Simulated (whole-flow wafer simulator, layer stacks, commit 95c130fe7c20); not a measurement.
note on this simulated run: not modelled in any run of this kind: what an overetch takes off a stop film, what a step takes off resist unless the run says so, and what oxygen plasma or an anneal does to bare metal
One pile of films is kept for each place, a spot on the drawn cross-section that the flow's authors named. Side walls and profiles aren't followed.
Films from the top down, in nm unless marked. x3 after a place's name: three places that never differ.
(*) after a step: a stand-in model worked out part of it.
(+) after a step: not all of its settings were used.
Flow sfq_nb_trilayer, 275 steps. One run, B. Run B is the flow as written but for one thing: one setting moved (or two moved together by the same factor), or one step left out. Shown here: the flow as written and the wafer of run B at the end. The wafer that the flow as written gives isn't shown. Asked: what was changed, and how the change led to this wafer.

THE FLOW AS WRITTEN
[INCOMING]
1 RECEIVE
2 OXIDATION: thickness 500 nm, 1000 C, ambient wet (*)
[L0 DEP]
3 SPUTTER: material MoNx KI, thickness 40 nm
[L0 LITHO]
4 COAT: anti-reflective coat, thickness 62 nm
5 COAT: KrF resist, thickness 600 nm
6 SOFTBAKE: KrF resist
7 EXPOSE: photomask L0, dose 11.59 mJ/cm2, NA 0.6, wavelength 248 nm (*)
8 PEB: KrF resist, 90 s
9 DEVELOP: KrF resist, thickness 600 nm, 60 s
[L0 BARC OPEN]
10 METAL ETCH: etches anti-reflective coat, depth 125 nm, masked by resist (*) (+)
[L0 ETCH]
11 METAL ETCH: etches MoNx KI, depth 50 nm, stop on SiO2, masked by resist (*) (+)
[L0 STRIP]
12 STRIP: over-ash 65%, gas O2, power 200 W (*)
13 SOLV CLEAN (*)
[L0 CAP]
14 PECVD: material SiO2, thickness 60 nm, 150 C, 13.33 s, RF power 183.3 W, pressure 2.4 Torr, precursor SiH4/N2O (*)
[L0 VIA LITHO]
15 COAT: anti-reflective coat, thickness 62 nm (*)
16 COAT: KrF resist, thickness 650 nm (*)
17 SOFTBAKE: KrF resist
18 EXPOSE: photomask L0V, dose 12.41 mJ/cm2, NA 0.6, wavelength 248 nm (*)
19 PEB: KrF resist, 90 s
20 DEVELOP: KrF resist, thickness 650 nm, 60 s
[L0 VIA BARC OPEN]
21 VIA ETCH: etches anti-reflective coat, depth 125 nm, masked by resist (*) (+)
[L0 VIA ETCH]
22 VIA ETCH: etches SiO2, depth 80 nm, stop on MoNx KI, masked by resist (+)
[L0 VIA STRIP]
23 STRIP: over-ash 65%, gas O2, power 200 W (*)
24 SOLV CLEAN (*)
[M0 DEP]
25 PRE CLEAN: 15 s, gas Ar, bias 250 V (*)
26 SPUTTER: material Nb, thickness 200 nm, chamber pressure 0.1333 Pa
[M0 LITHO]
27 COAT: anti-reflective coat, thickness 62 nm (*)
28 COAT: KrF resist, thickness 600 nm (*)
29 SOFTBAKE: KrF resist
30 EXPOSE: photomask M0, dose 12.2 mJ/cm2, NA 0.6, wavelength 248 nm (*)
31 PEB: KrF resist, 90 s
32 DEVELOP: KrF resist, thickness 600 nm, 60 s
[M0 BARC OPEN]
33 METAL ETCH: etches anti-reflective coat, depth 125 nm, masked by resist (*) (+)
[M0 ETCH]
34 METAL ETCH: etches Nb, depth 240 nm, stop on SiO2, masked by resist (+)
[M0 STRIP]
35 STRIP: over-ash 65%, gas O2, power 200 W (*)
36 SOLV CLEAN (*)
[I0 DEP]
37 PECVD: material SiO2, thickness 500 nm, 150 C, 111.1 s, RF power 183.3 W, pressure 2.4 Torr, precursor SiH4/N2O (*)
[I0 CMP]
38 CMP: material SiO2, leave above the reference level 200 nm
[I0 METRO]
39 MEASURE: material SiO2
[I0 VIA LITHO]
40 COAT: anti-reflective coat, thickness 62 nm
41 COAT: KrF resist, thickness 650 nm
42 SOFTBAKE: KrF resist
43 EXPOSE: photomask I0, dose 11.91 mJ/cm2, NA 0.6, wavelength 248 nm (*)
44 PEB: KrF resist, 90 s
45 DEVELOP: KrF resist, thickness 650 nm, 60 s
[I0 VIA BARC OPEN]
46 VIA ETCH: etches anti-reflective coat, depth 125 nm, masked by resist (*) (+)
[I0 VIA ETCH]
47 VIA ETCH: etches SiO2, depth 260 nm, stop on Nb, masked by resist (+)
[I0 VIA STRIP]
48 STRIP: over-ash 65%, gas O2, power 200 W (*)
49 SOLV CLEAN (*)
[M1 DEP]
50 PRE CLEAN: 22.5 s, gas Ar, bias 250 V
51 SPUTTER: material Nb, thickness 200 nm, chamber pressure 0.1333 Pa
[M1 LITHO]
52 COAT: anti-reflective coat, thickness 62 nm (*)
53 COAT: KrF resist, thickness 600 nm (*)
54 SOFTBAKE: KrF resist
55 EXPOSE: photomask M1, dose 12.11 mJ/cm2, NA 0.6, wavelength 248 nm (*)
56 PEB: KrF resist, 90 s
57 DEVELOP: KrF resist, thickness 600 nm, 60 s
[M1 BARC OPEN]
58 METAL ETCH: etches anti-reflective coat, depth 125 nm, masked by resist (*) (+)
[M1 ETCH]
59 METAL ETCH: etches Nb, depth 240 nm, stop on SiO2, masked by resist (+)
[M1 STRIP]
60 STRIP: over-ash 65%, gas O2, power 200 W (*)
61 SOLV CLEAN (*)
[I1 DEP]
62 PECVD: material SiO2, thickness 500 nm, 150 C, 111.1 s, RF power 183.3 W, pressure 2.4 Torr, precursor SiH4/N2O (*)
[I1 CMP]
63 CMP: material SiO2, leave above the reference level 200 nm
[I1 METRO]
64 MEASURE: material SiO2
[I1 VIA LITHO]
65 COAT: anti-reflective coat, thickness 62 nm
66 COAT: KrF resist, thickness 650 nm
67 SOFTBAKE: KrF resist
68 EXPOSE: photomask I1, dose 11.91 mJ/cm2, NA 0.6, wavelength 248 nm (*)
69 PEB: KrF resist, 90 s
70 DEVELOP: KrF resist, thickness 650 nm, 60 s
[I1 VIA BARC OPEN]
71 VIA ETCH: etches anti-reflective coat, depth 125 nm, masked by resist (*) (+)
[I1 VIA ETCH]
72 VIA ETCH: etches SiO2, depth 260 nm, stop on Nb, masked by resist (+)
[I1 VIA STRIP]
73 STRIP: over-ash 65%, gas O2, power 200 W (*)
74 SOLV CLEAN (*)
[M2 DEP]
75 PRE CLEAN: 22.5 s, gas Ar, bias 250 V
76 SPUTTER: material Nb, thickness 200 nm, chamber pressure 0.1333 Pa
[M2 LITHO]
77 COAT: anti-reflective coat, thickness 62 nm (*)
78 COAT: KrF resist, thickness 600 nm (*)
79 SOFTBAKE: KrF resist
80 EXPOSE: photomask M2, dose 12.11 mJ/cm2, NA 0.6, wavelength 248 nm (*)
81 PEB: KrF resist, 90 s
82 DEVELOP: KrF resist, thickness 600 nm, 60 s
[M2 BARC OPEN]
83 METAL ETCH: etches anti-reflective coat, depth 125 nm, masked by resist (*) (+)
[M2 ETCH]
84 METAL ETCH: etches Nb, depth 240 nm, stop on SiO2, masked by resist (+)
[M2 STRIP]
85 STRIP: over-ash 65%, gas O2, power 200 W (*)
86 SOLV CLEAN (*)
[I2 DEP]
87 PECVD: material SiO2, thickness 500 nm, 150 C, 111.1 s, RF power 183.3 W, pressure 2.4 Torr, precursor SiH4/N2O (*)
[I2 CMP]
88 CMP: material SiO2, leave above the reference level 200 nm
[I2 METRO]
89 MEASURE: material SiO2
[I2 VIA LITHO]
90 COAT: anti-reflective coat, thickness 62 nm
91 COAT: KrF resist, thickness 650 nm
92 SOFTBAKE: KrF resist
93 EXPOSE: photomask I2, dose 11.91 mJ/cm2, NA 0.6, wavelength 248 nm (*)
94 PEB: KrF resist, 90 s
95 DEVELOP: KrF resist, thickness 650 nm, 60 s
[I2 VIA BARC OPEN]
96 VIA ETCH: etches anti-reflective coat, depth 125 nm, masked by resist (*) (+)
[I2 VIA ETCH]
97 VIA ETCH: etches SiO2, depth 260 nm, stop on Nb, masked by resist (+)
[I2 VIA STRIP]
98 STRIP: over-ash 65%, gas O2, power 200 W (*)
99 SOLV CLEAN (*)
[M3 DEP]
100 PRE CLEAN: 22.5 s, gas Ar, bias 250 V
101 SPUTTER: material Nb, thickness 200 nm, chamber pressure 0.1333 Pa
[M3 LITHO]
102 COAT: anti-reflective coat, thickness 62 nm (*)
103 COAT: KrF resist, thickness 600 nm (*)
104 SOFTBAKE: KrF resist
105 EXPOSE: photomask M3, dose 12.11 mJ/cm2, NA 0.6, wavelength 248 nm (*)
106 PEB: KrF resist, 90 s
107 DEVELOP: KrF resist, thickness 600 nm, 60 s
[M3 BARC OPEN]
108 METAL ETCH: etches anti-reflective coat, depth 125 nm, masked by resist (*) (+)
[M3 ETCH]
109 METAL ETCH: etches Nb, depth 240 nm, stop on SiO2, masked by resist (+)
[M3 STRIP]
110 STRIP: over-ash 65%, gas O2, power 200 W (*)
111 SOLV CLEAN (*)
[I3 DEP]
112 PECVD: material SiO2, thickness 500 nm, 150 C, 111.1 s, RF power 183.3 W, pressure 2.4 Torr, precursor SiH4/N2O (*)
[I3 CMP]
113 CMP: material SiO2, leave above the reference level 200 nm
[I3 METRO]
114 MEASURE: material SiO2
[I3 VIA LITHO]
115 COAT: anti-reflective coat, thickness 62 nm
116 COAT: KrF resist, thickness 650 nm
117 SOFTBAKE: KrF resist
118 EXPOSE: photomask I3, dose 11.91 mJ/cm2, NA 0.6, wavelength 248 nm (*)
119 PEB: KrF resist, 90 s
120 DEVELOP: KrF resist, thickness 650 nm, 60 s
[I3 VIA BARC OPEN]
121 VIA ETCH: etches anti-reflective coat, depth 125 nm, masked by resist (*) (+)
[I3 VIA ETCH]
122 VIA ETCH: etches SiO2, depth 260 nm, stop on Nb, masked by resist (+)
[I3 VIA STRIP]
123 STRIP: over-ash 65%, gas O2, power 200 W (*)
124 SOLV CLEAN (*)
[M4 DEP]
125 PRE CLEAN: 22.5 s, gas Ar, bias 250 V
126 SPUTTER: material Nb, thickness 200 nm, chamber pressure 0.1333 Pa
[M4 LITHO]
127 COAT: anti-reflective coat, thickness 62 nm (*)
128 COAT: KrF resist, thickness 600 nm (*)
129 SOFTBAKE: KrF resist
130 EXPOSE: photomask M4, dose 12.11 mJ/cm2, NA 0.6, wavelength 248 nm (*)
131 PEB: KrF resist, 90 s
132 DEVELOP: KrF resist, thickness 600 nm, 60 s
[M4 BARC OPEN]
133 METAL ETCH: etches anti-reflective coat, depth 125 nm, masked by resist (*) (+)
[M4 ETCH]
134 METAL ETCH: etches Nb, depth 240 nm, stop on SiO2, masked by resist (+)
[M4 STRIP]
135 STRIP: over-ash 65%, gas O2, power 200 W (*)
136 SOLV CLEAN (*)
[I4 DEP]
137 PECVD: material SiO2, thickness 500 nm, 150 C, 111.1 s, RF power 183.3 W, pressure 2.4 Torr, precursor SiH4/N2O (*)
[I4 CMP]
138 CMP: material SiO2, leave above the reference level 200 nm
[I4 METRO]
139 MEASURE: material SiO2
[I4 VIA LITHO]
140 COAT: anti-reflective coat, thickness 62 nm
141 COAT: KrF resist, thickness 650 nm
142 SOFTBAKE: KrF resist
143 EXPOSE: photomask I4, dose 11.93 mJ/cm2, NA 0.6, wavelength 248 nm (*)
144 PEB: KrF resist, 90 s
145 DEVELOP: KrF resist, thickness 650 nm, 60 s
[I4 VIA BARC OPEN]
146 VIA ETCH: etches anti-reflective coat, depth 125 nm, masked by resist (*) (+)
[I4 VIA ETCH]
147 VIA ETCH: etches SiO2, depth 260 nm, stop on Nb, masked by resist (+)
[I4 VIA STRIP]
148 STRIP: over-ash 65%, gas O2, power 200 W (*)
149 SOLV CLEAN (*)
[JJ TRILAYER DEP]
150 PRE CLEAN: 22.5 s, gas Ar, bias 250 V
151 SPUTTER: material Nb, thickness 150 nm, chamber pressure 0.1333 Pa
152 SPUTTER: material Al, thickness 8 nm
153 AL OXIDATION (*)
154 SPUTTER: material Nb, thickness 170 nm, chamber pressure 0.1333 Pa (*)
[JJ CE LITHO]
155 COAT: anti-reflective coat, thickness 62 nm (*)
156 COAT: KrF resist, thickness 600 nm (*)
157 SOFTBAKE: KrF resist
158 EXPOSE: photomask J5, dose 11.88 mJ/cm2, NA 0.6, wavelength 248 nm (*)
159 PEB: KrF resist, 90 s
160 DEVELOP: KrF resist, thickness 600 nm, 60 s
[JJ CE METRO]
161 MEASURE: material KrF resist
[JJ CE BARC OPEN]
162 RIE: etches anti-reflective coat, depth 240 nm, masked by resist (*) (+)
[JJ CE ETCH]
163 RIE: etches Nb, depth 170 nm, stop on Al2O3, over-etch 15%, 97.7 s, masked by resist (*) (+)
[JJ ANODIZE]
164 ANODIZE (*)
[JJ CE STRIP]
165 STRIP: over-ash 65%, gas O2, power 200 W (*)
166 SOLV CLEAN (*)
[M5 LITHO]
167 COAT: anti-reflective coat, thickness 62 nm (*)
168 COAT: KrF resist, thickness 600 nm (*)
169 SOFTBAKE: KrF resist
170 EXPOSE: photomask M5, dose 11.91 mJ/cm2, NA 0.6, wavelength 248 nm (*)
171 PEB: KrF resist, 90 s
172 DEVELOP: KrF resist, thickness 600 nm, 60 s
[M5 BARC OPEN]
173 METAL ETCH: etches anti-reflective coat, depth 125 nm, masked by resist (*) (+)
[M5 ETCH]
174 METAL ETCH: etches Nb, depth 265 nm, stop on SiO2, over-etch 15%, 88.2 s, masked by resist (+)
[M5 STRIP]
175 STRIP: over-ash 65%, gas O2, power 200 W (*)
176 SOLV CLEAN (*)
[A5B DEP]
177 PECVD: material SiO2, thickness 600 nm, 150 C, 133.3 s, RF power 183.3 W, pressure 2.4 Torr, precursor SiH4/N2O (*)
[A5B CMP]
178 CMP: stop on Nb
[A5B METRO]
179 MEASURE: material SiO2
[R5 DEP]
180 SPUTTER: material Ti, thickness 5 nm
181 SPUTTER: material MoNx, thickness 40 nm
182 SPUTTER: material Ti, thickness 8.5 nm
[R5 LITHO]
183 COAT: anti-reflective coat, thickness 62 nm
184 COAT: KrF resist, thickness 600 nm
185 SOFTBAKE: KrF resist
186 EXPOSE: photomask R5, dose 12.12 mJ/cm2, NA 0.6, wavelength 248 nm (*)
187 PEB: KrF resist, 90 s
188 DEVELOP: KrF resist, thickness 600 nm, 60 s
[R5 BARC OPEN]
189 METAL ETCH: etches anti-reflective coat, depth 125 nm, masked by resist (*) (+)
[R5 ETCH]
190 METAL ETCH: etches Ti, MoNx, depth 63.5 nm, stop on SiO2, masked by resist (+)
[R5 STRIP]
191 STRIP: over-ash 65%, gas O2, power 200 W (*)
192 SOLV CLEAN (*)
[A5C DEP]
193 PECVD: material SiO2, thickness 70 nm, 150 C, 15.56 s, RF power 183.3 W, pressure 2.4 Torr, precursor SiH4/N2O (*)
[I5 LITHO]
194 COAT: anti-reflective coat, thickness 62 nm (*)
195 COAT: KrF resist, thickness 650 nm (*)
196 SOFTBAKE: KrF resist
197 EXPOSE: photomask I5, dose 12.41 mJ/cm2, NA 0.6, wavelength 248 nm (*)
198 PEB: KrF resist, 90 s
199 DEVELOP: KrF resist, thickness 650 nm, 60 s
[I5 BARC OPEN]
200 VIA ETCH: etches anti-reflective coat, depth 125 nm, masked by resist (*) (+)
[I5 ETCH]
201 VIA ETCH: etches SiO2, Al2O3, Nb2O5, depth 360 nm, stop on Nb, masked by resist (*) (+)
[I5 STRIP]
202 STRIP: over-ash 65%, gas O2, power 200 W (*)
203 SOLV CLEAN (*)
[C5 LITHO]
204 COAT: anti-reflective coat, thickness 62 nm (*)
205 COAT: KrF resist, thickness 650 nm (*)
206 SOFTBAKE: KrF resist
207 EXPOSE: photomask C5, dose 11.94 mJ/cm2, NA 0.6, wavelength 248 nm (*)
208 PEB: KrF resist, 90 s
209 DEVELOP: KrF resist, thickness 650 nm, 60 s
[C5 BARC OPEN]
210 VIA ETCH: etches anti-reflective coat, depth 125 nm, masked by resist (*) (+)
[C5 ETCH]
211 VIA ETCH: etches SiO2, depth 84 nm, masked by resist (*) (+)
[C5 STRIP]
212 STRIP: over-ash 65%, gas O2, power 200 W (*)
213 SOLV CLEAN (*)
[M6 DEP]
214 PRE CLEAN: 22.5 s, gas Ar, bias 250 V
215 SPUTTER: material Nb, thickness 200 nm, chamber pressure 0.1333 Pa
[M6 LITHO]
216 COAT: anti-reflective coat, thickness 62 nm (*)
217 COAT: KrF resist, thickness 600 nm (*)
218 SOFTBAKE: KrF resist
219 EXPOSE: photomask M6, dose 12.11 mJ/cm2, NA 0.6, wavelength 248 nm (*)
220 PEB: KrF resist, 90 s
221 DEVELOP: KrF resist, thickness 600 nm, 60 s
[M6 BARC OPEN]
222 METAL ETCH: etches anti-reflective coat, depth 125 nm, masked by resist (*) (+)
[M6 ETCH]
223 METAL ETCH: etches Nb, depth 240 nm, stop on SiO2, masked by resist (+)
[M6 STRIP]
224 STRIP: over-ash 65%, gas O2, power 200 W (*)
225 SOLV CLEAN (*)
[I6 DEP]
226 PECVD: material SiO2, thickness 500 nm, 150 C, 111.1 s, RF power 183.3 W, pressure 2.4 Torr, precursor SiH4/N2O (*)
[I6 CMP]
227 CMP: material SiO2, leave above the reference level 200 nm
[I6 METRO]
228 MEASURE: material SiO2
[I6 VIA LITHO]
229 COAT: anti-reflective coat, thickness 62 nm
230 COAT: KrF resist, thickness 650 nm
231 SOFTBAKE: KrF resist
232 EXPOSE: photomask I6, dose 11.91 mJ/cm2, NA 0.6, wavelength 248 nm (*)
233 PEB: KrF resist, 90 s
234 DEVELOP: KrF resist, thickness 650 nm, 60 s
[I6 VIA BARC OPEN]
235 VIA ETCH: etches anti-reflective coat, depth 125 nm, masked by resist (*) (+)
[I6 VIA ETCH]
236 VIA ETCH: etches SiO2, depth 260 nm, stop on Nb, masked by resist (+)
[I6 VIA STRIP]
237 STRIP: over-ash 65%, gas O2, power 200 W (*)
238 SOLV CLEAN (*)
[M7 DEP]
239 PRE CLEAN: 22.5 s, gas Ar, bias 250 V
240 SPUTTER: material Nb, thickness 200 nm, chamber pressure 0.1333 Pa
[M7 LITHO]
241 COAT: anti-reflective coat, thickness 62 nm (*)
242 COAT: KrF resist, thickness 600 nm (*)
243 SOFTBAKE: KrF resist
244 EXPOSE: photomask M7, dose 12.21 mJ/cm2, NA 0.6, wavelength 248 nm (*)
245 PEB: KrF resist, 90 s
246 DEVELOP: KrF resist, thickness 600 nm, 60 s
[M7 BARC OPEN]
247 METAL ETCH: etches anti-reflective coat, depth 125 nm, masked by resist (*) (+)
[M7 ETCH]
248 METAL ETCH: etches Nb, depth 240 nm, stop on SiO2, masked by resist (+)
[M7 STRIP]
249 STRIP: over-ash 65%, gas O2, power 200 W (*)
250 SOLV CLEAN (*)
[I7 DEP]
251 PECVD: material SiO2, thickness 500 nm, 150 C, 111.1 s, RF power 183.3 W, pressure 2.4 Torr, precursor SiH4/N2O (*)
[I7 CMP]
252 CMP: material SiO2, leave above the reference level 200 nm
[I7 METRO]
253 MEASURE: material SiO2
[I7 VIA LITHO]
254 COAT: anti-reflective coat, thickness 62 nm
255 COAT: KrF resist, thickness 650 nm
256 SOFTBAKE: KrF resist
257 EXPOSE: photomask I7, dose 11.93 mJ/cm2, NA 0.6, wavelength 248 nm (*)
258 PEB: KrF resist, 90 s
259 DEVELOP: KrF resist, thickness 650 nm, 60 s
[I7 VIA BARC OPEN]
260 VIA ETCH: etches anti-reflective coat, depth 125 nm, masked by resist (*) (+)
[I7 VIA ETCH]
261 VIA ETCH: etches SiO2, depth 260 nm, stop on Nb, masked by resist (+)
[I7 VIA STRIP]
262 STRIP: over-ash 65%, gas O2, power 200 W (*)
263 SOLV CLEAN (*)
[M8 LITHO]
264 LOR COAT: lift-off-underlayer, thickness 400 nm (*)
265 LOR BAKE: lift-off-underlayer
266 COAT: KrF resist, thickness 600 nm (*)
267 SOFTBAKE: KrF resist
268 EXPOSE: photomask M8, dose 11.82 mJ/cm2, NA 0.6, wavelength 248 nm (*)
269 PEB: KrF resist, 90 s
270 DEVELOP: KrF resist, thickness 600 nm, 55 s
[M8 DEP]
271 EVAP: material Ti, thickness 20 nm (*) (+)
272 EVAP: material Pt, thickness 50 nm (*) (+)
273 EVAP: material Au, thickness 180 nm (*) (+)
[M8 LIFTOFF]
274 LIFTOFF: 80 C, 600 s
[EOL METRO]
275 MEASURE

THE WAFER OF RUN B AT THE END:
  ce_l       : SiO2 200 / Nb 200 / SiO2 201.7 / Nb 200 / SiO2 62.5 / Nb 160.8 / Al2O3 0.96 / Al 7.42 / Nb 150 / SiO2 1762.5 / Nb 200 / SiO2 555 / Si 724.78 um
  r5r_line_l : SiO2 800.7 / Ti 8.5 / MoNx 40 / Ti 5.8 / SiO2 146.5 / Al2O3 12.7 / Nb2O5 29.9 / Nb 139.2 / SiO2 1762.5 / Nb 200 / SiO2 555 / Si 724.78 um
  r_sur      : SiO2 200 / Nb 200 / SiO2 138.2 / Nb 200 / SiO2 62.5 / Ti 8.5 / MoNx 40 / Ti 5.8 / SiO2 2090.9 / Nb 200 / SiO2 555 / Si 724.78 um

The cause: step 180, SPUTTER: thickness 5.8 nm was run, where the flow has thickness 5 nm.
It can be read off the wafer: r5r_line_l has Ti 5.8, and step 180 as written asks for 5 nm.

How the change led to this, step by step:
  180 SPUTTER: material Ti, thickness 5 nm
      field_l, v_sur, via_wl and 103 more: Ti +5.8 (new film) (as written it would be: Ti +5 (new film))
  190 METAL ETCH: etches Ti, MoNx, depth 63.5 nm, stop on SiO2, masked by resist (+)
      field_l, v_sur, via_wl and 92 more: Ti -8.5 (all of it), MoNx -40 (all of it), Ti -5.8 (all of it) (as written it would be: Ti -8.5 (all of it), MoNx -40 (all of it), Ti -5 (all of it))
      ce_l, c5j, ce_r, wl_jj: Ti -8.5 (all of it), MoNx -40 (all of it), Ti -5.8 (all of it), Nb -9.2 (as written it would be: Ti -8.5 (all of it), MoNx -40 (all of it), Ti -5 (all of it), Nb -10)
